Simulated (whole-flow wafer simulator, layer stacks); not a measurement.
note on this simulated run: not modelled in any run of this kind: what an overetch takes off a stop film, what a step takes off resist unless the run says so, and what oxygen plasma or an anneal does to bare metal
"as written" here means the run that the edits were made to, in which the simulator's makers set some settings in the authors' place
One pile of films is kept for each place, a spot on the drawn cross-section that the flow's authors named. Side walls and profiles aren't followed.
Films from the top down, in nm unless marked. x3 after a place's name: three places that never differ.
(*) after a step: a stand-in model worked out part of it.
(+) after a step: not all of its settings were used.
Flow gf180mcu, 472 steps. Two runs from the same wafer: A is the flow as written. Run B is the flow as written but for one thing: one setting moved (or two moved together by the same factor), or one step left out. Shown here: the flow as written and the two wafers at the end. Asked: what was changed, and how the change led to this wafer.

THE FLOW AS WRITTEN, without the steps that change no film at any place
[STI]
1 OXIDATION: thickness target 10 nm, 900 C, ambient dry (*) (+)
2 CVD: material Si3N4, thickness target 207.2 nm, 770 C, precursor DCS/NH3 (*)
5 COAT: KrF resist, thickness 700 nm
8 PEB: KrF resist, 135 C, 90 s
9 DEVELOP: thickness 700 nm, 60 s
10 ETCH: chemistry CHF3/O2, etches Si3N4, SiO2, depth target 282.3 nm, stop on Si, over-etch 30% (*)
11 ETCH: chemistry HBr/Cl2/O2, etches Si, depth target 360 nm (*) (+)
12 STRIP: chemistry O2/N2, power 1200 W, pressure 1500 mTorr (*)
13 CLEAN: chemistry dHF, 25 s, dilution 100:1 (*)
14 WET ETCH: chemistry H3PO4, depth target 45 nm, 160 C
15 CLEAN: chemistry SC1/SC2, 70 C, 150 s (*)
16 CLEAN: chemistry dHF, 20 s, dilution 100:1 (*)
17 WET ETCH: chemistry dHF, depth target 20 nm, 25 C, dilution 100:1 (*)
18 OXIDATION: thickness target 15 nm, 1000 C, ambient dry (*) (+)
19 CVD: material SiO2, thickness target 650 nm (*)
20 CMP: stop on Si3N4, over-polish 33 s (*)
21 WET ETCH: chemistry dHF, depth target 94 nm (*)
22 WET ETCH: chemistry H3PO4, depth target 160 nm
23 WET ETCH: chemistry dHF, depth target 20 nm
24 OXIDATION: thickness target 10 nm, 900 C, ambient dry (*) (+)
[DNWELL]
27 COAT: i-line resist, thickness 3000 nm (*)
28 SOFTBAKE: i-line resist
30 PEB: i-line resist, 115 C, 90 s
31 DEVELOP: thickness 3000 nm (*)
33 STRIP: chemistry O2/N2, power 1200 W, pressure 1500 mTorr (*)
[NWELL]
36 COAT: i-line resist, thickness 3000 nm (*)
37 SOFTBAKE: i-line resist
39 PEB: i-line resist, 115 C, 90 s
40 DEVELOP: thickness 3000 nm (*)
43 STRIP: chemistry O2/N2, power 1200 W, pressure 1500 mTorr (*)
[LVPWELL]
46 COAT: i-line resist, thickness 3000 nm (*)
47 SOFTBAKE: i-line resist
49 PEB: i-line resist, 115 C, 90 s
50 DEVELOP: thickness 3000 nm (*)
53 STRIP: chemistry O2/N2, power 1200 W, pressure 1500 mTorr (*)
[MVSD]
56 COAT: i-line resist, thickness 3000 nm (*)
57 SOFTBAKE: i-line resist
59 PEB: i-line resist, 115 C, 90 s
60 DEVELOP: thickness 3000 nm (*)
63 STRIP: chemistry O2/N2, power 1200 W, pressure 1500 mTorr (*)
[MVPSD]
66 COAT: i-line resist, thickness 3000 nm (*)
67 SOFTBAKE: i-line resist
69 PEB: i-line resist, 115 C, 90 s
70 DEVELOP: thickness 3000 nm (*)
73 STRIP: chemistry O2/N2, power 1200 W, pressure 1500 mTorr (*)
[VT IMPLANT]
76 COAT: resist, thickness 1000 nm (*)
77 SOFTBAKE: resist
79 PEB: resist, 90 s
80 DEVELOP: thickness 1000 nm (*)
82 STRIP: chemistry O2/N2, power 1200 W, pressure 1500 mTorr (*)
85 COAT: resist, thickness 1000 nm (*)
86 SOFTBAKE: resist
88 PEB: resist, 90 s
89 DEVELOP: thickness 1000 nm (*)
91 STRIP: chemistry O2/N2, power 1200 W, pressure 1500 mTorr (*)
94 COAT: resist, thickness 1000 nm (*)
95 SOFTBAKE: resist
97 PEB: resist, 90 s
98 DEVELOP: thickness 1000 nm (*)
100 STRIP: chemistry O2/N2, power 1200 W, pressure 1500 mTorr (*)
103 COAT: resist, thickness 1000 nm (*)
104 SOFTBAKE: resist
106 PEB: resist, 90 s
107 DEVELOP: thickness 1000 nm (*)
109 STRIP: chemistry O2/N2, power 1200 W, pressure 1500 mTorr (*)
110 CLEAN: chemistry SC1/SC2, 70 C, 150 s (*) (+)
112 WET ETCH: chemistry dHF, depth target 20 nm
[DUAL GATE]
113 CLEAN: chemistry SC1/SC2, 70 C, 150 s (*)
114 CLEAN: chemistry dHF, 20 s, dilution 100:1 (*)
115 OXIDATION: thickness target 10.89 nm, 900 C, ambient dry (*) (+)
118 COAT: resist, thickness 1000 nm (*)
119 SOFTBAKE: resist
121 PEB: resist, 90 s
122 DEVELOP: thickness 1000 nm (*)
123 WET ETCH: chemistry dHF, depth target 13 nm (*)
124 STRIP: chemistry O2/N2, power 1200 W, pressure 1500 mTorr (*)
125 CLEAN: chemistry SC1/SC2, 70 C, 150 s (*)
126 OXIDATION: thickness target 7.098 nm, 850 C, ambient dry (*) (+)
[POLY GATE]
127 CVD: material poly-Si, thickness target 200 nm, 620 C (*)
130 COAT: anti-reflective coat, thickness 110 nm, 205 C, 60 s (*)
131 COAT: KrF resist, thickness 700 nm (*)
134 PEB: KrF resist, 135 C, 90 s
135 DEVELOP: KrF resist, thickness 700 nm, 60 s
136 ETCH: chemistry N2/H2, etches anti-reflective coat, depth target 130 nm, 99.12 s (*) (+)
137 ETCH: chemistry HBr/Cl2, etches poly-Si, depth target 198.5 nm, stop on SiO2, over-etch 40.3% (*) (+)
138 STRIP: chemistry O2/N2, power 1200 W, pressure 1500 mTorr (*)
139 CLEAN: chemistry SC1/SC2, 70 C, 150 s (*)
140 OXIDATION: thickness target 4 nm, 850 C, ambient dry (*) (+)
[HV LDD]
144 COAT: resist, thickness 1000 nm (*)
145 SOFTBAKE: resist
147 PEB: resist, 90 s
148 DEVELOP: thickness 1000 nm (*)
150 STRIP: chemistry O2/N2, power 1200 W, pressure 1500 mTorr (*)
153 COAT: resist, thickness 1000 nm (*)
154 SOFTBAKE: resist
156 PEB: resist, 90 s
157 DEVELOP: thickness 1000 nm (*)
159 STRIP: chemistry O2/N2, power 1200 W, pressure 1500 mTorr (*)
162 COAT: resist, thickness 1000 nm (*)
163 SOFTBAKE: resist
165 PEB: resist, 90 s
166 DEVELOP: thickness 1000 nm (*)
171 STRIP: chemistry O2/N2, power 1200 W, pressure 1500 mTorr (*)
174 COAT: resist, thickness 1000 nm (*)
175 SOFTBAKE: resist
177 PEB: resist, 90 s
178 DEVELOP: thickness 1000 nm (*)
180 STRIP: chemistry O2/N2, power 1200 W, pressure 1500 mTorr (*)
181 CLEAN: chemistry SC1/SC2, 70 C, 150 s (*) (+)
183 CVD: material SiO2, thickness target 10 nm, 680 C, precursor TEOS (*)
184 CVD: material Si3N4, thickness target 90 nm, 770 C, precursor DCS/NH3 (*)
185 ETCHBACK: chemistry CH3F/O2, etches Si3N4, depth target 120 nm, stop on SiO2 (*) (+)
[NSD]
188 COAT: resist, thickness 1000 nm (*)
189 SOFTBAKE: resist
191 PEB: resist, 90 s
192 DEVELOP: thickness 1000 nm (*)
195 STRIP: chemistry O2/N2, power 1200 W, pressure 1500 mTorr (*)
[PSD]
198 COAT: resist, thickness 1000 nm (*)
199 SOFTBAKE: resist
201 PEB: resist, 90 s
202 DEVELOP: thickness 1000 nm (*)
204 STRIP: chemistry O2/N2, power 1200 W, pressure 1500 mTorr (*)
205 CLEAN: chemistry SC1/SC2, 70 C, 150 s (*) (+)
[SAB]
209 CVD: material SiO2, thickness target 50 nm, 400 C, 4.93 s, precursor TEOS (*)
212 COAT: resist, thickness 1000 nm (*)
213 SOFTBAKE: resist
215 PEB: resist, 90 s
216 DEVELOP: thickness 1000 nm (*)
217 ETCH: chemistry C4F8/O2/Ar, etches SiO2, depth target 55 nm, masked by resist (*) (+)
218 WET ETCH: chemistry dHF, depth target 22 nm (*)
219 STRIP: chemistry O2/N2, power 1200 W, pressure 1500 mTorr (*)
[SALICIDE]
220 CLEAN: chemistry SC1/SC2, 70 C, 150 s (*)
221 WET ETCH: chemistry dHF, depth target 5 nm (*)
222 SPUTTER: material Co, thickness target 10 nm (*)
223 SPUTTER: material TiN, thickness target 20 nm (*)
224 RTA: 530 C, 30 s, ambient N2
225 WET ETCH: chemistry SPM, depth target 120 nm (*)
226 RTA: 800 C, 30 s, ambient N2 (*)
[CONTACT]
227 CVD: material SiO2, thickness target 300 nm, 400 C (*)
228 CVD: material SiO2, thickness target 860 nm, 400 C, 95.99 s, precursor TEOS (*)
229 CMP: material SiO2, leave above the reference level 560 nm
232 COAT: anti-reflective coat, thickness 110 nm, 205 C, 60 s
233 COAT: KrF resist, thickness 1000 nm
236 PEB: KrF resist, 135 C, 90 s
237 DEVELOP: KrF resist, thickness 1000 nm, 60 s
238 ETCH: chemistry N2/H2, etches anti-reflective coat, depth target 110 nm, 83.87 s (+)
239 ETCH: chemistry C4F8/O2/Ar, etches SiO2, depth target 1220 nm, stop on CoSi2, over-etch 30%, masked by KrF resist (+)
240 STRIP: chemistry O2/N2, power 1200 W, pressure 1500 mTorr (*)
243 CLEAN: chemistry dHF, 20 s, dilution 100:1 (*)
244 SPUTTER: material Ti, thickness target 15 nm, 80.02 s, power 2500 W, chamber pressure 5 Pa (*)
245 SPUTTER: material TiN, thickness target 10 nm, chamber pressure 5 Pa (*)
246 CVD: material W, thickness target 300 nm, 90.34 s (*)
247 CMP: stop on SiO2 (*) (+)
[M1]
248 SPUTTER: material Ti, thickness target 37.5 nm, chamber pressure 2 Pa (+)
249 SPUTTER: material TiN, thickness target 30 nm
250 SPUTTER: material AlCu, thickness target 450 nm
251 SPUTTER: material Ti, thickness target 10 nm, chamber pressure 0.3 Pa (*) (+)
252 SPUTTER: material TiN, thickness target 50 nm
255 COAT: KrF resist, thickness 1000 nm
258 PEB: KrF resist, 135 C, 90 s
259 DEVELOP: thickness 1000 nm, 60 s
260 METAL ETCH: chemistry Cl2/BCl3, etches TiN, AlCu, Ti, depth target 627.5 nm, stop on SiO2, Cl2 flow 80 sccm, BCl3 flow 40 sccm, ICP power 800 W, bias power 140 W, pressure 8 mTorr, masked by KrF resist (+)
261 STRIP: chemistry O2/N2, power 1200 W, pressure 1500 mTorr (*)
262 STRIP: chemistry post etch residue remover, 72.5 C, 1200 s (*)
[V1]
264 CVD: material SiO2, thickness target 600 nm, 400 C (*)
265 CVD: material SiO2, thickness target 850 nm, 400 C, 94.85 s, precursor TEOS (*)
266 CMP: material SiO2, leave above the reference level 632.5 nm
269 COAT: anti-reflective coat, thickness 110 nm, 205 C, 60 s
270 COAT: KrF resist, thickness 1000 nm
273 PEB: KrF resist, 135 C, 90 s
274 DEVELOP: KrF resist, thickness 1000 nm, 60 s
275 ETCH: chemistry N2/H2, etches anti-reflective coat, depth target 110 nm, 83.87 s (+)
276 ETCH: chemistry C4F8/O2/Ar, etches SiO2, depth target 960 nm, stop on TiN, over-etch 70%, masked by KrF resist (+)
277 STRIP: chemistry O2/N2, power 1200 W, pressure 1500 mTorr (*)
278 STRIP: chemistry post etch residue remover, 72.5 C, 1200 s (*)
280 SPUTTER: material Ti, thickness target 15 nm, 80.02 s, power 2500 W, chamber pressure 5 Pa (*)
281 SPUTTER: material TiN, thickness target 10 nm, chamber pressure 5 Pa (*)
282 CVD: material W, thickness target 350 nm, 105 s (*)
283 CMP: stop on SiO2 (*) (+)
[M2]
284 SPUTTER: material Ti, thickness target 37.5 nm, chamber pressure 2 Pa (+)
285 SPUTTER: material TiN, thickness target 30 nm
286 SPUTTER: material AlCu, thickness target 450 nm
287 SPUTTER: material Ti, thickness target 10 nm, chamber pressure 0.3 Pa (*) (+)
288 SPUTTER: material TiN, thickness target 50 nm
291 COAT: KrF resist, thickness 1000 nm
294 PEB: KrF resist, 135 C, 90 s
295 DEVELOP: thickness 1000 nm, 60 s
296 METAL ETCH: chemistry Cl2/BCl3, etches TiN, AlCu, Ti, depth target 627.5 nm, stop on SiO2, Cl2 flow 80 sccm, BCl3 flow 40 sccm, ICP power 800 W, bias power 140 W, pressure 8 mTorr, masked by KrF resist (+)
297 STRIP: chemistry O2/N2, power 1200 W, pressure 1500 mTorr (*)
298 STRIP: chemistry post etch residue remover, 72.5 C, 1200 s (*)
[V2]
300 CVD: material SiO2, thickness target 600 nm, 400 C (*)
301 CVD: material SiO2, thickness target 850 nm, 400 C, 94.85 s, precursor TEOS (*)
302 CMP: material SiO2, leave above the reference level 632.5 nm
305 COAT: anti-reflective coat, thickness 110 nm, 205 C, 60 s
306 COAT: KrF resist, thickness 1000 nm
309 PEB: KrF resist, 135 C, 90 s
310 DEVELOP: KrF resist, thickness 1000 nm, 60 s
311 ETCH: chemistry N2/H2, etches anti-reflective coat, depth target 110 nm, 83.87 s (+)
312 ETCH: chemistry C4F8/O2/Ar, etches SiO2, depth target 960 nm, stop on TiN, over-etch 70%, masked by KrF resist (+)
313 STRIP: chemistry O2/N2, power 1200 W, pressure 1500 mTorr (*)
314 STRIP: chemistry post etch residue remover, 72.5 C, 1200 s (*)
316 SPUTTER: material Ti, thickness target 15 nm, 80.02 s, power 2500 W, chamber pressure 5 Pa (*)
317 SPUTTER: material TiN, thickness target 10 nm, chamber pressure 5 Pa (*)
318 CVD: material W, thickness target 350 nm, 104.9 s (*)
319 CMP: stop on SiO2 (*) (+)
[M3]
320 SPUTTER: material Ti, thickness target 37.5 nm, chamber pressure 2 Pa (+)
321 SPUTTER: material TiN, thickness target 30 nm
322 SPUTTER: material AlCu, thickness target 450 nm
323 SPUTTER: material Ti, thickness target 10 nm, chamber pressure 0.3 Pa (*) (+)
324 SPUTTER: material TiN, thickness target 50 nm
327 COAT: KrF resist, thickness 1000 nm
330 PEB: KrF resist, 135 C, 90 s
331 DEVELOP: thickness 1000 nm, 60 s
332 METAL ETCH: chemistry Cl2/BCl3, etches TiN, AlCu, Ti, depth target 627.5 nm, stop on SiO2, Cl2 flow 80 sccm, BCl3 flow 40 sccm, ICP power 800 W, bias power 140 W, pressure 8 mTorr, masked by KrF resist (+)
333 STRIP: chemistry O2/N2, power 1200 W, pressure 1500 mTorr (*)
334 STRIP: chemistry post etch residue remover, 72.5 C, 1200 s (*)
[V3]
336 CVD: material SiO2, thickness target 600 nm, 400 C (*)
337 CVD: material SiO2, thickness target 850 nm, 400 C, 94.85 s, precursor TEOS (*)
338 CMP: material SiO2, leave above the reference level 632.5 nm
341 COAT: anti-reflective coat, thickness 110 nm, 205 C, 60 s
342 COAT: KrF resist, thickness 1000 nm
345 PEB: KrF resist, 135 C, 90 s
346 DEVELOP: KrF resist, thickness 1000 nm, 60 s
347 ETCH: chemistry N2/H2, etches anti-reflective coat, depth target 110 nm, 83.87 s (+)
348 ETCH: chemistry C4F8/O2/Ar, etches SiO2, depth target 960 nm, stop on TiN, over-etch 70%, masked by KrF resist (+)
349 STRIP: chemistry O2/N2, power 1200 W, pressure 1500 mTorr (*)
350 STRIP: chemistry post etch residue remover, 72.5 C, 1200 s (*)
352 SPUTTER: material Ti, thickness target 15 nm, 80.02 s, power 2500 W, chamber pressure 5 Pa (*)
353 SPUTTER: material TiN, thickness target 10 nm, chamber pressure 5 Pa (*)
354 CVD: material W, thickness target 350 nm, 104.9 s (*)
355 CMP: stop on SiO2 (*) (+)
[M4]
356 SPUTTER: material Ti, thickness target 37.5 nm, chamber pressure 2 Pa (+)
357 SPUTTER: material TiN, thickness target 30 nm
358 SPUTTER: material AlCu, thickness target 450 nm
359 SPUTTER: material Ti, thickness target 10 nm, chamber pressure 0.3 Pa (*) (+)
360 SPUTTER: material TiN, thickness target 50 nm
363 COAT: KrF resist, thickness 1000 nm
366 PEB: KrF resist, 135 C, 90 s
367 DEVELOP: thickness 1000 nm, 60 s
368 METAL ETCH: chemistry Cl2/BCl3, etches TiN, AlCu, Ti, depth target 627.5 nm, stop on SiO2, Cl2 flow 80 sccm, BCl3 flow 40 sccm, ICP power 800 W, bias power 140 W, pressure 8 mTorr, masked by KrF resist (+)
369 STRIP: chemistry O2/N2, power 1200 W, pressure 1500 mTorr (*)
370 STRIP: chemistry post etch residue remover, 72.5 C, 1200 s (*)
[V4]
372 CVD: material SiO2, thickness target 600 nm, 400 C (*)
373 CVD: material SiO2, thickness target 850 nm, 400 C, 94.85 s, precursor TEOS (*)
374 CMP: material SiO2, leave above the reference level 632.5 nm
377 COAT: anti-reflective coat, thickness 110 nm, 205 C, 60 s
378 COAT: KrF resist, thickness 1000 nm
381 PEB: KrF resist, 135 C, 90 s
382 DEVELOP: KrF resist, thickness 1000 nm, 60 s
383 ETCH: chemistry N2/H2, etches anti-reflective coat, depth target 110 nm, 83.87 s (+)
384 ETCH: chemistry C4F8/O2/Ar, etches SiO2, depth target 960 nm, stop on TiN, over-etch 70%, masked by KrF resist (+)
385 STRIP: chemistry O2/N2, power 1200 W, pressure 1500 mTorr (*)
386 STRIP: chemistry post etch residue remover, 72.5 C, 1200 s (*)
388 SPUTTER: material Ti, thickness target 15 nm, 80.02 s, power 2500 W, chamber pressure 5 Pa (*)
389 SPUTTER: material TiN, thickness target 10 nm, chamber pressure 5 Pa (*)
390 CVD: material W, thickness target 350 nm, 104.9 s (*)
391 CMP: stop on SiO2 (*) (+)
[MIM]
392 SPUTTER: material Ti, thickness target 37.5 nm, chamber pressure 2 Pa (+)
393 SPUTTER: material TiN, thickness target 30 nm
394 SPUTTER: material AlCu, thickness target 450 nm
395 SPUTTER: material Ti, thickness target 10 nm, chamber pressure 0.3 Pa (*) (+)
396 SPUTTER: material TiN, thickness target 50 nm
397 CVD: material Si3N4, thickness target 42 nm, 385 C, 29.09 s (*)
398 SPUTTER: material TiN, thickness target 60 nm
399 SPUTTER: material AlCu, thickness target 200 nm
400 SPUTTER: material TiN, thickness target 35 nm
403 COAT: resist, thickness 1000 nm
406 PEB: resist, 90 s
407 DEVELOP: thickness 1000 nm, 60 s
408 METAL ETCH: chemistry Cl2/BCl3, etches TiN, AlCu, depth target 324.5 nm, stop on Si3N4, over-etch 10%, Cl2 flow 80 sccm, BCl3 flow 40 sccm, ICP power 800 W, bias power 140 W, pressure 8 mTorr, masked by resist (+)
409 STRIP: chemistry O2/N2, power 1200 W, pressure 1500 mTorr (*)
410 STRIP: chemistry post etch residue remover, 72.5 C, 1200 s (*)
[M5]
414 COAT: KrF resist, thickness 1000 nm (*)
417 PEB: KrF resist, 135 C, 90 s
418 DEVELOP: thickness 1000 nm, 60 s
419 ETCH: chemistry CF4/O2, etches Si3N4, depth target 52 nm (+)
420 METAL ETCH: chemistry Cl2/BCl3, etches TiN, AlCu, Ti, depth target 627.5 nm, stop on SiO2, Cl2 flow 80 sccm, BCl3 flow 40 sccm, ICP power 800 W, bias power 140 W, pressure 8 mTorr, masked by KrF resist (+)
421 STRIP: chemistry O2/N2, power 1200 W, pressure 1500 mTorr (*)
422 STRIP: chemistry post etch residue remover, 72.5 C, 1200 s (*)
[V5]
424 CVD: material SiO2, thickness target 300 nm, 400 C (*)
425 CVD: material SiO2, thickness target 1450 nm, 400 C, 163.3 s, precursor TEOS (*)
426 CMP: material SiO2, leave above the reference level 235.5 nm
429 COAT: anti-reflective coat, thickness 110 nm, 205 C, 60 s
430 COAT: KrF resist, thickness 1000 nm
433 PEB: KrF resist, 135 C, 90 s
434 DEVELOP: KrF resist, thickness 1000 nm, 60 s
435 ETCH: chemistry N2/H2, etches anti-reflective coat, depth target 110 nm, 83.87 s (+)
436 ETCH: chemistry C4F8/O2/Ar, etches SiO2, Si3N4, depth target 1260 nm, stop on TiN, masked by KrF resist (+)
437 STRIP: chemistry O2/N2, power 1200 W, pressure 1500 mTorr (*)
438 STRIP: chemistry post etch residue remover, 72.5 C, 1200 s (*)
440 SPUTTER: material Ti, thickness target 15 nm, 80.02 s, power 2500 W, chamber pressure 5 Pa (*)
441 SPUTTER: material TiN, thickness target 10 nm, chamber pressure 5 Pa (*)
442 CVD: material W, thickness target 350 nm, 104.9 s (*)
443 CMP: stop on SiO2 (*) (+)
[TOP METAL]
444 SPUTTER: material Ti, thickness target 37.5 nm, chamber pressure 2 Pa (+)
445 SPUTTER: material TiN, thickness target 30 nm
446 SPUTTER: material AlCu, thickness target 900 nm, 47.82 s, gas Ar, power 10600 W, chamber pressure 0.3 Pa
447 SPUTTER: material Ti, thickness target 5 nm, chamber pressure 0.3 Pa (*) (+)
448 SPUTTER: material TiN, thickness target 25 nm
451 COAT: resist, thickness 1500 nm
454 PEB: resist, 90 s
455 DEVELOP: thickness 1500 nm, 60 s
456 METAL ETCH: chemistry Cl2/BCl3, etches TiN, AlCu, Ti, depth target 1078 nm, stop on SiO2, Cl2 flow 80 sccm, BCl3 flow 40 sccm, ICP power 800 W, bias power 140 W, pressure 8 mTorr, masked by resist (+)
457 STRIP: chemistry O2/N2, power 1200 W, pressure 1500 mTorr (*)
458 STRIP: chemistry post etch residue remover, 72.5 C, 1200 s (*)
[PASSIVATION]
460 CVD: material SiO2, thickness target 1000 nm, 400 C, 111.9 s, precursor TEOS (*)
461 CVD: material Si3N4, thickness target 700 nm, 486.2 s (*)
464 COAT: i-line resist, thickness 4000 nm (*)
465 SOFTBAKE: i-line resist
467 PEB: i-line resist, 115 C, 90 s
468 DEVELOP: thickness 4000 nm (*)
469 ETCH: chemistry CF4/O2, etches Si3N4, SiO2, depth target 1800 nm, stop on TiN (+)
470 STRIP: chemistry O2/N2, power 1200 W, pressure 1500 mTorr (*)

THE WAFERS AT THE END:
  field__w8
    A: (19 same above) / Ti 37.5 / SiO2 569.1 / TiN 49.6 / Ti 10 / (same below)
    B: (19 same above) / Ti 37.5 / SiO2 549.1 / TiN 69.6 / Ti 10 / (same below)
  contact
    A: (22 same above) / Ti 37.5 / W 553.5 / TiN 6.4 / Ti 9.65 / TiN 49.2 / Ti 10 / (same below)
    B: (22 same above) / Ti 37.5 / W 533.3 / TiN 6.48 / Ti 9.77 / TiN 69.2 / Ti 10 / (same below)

The cause: step 324, SPUTTER: thickness target 70 nm was run, where the flow has thickness target 50 nm.

How the change led to this, step by step:
  324 SPUTTER: material TiN, thickness target 50 nm
      field, field__w1, field__w2 and 108 more: A TiN +50 (new film) | B TiN +70 (new film)
  332 METAL ETCH: chemistry Cl2/BCl3, etches TiN, AlCu, Ti, depth target 627.5 nm, stop on SiO2, Cl2 flow 80 sccm, BCl3 flow 40 sccm, ICP power 800 W, bias power 140 W, pressure 8 mTorr, masked by KrF resist (+)
      field, field__w1, field__w2 and 103 more: A TiN -50 (all of it), Ti -10 (all of it), AlCu -450 (all of it), TiN -30 (all of it), Ti -37.5 (all of it) | B TiN -70 (all of it), Ti -10 (all of it), AlCu -450 (all of it), TiN -30 (all of it), Ti -37.5 (all of it)
  338 CMP: material SiO2, leave above the reference level 632.5 nm
      field__w8, contact, m1, m1__w1, m1_nw: A SiO2 -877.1 | B SiO2 -897.1
  348 ETCH: chemistry C4F8/O2/Ar, etches SiO2, depth target 960 nm, stop on TiN, over-etch 70%, masked by KrF resist (+)
      field, field__w1, field__w2 and 107 more: A KrF resist -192 | B KrF resist -187.7
      contact: A SiO2 -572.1 (all of it) | B SiO2 -552.1 (all of it)
  354 CVD: material W, thickness target 350 nm, 104.9 s (*)
      contact: A W +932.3 (new film) | B W +912.1 (new film)
